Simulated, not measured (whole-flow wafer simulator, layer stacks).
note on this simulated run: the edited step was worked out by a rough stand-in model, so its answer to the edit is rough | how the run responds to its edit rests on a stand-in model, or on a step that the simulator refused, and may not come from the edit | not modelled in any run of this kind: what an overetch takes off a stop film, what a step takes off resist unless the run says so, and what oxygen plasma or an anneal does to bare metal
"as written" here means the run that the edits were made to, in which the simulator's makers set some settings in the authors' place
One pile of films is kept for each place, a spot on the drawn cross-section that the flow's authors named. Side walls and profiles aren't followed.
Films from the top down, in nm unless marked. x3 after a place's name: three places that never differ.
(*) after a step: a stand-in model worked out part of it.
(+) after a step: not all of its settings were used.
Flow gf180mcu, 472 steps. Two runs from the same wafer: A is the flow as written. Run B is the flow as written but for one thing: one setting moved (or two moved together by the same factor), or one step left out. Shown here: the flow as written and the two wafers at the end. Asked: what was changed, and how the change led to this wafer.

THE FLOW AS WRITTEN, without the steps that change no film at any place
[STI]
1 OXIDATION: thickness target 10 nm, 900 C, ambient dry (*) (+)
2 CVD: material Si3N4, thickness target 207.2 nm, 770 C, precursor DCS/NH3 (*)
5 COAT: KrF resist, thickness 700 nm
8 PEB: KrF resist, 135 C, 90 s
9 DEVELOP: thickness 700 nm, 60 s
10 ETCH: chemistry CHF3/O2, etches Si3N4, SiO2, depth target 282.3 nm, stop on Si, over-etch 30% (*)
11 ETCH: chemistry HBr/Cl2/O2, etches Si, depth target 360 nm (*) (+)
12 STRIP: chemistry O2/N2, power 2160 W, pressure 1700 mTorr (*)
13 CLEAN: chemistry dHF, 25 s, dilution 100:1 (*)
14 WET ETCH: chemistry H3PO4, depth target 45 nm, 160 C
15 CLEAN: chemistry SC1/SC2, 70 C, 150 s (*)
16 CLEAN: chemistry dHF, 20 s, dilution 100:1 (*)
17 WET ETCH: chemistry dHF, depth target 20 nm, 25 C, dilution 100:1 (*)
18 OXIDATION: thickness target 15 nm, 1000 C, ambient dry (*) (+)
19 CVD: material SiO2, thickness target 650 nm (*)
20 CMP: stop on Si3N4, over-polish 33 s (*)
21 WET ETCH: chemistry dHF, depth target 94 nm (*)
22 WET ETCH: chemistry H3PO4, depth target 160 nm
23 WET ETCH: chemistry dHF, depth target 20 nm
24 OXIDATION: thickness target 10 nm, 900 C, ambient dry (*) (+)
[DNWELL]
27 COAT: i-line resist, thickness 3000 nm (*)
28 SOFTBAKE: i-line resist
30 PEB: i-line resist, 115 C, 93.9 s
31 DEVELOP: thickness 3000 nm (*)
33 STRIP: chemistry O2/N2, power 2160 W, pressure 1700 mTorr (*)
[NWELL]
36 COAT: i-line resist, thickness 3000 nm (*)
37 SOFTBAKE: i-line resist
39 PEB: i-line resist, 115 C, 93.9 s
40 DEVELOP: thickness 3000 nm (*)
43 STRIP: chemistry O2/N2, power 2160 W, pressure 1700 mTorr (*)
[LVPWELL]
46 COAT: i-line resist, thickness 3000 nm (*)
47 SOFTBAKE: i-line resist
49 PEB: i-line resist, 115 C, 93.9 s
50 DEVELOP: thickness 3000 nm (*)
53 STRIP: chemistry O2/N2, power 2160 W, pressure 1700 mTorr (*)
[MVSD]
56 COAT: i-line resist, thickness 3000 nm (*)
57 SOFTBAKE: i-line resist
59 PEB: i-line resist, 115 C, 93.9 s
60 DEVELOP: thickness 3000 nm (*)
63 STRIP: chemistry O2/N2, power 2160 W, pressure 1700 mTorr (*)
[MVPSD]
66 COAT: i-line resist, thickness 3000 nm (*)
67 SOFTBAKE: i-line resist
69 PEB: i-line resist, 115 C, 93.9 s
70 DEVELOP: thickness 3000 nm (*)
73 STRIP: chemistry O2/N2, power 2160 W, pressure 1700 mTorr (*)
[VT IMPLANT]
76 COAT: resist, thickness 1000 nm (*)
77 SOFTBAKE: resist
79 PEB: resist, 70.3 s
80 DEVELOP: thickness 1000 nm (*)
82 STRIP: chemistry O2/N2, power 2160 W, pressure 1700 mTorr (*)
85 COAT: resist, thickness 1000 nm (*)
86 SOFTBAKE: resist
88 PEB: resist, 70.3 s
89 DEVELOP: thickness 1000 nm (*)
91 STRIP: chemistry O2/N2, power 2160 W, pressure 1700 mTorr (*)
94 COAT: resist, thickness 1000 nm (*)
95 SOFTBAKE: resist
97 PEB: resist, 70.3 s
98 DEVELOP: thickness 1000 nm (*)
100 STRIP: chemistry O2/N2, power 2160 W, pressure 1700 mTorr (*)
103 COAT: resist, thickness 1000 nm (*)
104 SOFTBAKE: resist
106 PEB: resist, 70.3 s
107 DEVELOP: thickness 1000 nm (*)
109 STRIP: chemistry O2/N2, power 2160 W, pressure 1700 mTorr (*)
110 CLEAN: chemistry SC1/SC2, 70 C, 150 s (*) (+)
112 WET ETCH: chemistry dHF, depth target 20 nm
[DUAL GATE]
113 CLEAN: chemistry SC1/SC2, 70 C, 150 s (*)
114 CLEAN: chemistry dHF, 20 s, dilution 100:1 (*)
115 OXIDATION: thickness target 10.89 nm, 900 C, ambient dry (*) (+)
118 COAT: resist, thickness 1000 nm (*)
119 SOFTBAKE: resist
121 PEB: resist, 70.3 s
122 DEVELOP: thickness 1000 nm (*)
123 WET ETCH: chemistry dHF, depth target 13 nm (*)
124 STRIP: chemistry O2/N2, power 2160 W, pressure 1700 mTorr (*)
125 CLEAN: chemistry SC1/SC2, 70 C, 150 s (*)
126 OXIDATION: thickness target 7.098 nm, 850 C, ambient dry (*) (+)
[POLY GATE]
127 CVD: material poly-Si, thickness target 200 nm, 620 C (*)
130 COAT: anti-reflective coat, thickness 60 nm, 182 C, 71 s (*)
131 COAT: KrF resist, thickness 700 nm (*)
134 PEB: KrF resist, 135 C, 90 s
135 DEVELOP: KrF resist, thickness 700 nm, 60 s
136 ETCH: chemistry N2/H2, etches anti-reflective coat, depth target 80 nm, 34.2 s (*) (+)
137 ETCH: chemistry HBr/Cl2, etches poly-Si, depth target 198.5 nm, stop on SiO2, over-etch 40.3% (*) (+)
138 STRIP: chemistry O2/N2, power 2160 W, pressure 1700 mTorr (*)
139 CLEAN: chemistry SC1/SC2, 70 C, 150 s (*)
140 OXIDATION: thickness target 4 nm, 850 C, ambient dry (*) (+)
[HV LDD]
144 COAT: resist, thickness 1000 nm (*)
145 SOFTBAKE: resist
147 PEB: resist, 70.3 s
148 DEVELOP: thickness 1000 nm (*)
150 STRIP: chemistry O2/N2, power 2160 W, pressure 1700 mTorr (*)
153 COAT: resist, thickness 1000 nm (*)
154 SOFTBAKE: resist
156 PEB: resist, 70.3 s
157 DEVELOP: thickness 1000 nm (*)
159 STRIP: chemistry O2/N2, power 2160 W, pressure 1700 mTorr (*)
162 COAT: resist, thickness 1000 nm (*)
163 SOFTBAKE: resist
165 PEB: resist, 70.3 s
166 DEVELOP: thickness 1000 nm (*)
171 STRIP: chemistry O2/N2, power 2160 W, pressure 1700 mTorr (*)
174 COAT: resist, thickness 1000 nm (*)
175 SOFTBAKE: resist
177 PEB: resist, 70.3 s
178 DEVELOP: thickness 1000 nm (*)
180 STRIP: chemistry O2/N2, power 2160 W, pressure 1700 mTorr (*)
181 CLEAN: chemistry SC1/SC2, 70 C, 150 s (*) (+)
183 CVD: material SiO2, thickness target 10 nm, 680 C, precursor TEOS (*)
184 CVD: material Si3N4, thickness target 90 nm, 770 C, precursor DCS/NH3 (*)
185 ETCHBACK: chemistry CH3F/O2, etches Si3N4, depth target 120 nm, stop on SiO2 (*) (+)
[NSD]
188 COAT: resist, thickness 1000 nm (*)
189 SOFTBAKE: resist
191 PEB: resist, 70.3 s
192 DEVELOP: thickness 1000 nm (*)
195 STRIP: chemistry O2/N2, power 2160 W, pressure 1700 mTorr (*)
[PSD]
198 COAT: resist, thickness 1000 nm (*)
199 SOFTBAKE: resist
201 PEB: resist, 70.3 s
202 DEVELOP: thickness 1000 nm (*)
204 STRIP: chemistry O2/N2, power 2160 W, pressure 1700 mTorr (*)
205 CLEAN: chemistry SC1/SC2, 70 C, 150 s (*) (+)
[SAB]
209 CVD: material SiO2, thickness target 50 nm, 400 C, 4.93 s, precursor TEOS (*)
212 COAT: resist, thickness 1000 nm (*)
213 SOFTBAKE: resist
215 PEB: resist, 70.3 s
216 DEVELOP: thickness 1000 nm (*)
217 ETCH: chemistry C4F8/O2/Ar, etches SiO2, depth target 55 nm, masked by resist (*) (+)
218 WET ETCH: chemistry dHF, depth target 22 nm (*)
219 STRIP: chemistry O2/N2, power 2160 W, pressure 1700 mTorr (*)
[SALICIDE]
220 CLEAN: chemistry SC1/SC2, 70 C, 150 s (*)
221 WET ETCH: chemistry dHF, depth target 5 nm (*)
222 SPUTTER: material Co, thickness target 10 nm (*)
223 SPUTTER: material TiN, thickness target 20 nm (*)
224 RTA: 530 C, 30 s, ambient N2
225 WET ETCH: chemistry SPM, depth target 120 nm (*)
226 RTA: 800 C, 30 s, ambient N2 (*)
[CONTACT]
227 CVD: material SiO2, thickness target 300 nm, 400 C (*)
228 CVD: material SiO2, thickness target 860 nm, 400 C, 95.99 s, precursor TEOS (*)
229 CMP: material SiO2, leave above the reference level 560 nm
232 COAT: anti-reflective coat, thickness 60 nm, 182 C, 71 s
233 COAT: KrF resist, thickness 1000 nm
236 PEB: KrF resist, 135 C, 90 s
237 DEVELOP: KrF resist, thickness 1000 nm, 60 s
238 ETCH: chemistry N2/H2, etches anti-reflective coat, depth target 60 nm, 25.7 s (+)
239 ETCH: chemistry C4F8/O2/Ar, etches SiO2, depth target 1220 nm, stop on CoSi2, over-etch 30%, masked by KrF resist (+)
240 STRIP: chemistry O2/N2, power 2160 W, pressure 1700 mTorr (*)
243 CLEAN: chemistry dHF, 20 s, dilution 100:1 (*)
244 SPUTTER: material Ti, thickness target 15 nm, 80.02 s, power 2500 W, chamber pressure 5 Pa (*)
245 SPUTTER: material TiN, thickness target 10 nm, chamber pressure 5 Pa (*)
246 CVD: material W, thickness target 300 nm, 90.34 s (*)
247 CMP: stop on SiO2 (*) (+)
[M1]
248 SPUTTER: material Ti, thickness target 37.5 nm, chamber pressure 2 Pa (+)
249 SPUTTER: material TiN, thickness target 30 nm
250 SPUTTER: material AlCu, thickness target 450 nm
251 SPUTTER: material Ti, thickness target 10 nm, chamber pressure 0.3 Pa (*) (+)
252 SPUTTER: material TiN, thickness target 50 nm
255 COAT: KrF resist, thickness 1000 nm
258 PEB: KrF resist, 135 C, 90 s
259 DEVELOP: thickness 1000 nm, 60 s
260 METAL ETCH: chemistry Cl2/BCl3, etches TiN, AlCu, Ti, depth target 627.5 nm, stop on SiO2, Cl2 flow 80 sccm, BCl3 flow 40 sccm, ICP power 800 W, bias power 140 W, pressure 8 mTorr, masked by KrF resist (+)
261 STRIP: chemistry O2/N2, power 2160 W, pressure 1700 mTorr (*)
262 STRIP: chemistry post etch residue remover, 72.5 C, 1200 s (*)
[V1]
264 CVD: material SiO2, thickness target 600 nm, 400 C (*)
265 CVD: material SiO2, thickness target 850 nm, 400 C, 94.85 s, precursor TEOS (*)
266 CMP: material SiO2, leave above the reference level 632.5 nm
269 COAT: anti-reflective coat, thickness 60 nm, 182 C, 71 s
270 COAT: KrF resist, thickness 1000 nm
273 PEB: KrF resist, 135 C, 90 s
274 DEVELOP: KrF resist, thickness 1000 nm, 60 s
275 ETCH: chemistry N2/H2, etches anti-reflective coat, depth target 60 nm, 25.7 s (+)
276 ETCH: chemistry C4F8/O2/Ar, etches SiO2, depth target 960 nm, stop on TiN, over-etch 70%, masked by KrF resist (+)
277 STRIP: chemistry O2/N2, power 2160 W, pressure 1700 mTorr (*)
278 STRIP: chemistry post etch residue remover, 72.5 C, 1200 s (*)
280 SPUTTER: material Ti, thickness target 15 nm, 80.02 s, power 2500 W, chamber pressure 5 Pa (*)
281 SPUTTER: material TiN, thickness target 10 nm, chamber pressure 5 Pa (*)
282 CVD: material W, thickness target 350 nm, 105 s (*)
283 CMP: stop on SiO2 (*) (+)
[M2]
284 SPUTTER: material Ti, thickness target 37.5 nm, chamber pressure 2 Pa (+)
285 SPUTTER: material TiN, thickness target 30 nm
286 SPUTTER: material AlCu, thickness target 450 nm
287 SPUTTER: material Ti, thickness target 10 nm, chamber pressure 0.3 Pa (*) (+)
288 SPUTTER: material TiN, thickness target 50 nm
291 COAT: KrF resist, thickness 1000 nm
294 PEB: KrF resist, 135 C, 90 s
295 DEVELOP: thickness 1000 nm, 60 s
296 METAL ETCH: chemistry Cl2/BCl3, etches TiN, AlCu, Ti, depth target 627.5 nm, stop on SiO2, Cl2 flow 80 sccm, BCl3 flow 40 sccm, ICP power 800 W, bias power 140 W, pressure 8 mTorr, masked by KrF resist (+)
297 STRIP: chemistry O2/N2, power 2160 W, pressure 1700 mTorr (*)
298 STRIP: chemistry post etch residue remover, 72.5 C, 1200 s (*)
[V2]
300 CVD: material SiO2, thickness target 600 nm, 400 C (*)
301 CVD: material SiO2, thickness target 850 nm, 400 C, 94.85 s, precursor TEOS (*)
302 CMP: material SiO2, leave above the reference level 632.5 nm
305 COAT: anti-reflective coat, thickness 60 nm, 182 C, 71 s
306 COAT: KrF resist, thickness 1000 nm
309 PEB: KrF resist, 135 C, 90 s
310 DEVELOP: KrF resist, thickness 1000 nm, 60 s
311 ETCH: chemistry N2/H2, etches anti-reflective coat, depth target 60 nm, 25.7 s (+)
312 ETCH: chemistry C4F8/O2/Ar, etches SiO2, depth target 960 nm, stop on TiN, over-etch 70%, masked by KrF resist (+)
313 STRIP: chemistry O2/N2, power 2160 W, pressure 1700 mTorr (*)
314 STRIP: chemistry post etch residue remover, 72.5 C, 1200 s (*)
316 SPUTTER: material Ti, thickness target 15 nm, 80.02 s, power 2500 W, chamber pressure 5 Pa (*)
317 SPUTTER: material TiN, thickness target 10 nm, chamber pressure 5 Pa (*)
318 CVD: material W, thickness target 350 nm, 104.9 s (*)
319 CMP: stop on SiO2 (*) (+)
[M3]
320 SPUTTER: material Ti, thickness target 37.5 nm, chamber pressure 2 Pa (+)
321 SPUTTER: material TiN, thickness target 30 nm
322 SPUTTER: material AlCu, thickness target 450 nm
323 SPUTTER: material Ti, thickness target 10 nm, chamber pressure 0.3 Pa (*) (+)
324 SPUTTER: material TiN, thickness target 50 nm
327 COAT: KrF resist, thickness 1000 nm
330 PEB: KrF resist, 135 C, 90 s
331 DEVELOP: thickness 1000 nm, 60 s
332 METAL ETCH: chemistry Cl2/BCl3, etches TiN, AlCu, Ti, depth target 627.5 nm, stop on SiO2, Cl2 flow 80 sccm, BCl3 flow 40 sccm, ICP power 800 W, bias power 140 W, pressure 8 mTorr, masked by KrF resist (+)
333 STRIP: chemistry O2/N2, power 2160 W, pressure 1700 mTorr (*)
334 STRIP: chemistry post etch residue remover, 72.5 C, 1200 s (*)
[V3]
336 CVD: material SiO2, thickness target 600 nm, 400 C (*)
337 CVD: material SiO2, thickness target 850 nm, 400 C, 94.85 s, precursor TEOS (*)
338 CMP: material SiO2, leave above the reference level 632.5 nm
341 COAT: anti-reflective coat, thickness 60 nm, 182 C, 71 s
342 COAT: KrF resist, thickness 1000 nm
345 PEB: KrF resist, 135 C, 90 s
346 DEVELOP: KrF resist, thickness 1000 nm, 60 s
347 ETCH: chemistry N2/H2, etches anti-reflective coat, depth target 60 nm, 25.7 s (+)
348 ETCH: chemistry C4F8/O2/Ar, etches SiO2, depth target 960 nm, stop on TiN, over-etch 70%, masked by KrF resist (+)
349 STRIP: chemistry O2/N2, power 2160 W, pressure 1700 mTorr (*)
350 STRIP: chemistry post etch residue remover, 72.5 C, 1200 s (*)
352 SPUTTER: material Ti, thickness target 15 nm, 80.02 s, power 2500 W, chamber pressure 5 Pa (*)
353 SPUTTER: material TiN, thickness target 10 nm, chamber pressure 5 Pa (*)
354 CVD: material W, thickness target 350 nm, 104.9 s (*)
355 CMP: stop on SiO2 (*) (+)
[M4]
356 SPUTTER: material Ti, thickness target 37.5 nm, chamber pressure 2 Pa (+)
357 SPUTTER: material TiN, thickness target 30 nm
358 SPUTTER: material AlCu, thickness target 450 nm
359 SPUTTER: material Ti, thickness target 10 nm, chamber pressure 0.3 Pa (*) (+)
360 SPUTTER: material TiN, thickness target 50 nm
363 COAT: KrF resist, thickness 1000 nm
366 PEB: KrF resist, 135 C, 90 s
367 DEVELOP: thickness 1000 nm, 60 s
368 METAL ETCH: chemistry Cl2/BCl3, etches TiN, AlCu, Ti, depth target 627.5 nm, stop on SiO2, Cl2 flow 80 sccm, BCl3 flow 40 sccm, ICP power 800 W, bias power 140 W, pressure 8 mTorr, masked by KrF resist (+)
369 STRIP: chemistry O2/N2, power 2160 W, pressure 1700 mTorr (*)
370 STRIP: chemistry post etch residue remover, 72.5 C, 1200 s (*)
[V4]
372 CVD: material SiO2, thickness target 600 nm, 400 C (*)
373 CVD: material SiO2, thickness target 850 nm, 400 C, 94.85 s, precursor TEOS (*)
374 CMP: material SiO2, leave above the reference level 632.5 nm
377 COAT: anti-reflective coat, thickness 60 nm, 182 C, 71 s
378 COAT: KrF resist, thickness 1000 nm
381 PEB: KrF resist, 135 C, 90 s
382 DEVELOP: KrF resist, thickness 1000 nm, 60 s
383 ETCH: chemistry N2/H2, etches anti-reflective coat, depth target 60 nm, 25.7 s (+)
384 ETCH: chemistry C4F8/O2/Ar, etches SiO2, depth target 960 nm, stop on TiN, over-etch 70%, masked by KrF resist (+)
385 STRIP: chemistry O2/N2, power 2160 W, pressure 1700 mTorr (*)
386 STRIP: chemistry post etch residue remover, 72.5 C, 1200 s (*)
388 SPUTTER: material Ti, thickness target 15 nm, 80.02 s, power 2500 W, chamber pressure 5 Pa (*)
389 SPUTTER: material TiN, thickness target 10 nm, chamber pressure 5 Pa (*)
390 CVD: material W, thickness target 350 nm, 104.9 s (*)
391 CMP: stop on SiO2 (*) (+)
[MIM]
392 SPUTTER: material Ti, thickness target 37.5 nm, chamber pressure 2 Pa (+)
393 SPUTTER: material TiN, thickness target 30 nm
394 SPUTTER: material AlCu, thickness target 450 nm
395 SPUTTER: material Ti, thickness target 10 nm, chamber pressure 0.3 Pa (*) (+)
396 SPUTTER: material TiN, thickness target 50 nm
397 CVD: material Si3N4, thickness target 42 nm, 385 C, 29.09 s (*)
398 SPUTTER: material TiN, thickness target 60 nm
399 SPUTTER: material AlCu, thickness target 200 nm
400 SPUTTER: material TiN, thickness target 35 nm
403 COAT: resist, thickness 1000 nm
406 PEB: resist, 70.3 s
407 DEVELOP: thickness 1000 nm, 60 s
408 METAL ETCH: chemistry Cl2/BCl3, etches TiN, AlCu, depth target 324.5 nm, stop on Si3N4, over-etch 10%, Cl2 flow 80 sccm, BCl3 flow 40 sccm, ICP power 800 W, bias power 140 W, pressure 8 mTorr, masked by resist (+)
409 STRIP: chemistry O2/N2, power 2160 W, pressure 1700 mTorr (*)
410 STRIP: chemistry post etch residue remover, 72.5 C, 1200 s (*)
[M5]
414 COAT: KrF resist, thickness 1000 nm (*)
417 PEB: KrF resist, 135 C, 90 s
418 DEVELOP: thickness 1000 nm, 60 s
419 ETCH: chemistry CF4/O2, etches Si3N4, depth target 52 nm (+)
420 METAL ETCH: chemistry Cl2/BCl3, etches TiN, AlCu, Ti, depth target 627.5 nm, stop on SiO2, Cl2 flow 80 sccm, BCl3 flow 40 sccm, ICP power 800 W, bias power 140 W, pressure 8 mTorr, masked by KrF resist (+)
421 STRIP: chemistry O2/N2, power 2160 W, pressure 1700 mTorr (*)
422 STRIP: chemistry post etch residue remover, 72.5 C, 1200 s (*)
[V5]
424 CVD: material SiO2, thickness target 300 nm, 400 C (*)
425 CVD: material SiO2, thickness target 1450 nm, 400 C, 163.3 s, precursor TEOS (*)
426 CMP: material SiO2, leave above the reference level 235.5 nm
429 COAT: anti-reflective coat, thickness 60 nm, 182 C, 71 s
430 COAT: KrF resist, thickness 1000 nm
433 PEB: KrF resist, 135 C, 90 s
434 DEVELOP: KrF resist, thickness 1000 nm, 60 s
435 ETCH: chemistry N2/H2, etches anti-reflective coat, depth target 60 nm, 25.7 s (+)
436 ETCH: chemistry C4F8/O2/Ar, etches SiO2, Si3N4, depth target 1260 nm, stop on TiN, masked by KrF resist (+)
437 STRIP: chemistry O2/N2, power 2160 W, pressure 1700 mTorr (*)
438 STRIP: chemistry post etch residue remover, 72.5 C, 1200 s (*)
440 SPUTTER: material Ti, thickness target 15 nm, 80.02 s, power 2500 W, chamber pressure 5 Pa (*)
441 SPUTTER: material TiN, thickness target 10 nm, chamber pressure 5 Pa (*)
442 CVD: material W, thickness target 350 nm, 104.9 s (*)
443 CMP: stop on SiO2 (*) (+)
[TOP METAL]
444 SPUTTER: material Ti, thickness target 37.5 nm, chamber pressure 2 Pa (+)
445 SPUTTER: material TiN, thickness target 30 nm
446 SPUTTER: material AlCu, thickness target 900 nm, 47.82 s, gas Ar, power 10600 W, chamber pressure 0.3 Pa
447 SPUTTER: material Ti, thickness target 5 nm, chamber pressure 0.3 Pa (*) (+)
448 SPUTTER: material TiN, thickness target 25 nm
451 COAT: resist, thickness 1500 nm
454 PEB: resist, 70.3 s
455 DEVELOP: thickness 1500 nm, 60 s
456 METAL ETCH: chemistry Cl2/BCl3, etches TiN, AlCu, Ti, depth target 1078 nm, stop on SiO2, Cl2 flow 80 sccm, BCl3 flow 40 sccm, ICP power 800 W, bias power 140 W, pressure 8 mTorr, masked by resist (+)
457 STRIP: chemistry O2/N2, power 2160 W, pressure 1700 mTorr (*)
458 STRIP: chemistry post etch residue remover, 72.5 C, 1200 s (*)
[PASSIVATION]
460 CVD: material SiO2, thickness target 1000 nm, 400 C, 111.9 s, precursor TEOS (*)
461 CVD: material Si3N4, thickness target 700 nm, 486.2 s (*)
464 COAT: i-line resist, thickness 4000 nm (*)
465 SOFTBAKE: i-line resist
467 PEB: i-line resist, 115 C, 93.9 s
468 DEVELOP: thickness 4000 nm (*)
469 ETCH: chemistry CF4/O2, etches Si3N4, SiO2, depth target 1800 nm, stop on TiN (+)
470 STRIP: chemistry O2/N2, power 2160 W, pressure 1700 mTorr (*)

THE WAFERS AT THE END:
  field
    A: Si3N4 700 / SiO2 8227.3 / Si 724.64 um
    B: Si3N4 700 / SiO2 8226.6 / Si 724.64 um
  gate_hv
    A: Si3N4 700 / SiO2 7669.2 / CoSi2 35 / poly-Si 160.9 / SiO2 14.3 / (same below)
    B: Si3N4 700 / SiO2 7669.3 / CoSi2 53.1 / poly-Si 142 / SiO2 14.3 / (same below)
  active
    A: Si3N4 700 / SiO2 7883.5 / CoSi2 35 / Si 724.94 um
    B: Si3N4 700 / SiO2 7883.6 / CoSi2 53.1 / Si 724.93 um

The cause: step 222, SPUTTER: thickness target 15.2 nm was run, where the flow has thickness target 10 nm.

How the change led to this, step by step:
  222 SPUTTER: material Co, thickness target 10 nm (*)
      field, field__w7, field__w8 and 72 more: A Co +10 (new film) | B Co +15.2 (new film)
      field__w6, field_sub, field_sub__w2: A Co +9.95 (new film) | B Co +15.1 (new film)
      (and at 33 more places)
  223 SPUTTER: material TiN, thickness target 20 nm (*)
      field__w12: A TiN +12 (new film) | B TiN +12.6 (new film)
  224 RTA: 530 C, 30 s, ambient N2
      gate, gate_hv, gate_p and 22 more: A under 1 film: CoSi +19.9 (new film), Co -10 (all of it), poly-Si -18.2 | B under 1 film: CoSi +30.2 (new film), Co -15.2 (all of it), poly-Si -27.7
      active, p_well, sd_n and 11 more: A under 1 film: CoSi +19.9 (new film), Co -10 (all of it), Si -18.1 | B under 1 film: CoSi +30.2 (new film), Co -15.2 (all of it), Si -27.6
      (and at 10 more places)
  225 WET ETCH: chemistry SPM, depth target 120 nm (*)
      field, field__w7, field__w8 and 32 more: A TiN -20 (all of it), Co -10 (all of it) | B TiN -20 (all of it), Co -15.2 (all of it)
      field__w9, nw_enc_fld_lv__w3: A TiN -19.1 (all of it), Co -9.6 (all of it) | B TiN -19.1 (all of it), Co -14.6 (all of it)
      (and at 25 more places)
  226 RTA: 800 C, 30 s, ambient N2 (*)
      gate, gate_hv, gate_p and 22 more: A CoSi2 +35 (new film), CoSi -19.9 (all of it), poly-Si -18.2 | B CoSi2 +53.1 (new film), CoSi -30.2 (all of it), poly-Si -27.7
      active, p_well, sd_n and 11 more: A CoSi2 +35 (new film), CoSi -19.9 (all of it), Si -18.1 | B CoSi2 +53.1 (new film), CoSi -30.2 (all of it), Si -27.6
      (and at 10 more places)
